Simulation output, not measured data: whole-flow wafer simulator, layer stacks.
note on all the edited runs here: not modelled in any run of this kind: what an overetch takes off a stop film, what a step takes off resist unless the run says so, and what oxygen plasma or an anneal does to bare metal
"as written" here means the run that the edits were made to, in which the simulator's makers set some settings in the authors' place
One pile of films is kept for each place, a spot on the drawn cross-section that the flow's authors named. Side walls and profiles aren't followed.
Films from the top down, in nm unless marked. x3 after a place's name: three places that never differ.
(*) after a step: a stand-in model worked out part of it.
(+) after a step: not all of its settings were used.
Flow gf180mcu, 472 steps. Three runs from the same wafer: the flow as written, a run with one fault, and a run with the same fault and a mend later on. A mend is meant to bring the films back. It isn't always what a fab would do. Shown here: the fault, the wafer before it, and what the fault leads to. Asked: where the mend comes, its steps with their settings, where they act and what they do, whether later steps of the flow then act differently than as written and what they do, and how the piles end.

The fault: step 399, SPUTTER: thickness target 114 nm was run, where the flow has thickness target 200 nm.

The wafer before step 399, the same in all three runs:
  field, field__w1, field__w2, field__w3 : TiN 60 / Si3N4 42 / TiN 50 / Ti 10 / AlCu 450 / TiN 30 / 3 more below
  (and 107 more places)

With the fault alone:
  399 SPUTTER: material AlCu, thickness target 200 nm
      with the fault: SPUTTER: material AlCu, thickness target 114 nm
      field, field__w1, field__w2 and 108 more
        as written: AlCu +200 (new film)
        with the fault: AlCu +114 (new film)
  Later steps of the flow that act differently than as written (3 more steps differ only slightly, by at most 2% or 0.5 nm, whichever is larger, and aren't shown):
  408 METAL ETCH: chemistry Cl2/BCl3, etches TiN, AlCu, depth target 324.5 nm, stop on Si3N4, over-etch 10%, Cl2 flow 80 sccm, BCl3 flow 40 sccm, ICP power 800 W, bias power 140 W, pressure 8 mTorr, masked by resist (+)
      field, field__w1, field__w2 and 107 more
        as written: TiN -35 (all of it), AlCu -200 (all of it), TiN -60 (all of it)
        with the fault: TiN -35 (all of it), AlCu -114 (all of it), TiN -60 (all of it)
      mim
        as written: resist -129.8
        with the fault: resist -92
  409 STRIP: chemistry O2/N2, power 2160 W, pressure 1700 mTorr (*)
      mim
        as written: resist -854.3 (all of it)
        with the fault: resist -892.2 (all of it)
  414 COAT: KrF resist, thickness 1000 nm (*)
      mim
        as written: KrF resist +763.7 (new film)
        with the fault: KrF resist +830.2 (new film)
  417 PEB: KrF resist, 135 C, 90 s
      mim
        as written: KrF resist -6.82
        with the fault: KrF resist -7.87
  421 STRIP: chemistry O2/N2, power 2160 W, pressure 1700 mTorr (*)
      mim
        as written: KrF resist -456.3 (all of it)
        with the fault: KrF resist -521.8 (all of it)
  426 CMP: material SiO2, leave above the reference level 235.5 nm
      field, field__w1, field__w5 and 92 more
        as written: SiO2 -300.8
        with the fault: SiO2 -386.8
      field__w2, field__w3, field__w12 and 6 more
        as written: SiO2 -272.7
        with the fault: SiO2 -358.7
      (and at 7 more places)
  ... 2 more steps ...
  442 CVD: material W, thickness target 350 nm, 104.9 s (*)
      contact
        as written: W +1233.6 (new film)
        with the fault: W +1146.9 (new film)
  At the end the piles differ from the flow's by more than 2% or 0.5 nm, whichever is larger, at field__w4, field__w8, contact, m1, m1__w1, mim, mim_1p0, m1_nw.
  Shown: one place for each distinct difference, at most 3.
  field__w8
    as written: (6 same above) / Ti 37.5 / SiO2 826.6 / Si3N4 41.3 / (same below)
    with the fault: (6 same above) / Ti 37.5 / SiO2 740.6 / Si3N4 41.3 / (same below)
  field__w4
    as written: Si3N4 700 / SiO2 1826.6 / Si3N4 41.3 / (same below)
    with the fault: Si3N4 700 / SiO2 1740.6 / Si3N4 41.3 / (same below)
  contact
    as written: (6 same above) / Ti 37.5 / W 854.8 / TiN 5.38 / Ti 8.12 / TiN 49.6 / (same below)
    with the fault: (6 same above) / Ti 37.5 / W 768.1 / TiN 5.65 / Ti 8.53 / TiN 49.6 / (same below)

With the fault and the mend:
  The mend comes after step 399.
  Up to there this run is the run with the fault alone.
  399a SPUTTER: material AlCu, thickness target 86 nm (the flow's step 399 once more, with other settings)
      field, field__w1, field__w2 and 108 more
        AlCu +86
  No later step of the flow acts differently than as written at any place that is followed.
  At the end the piles are the same as the flow's at every place that both follow.
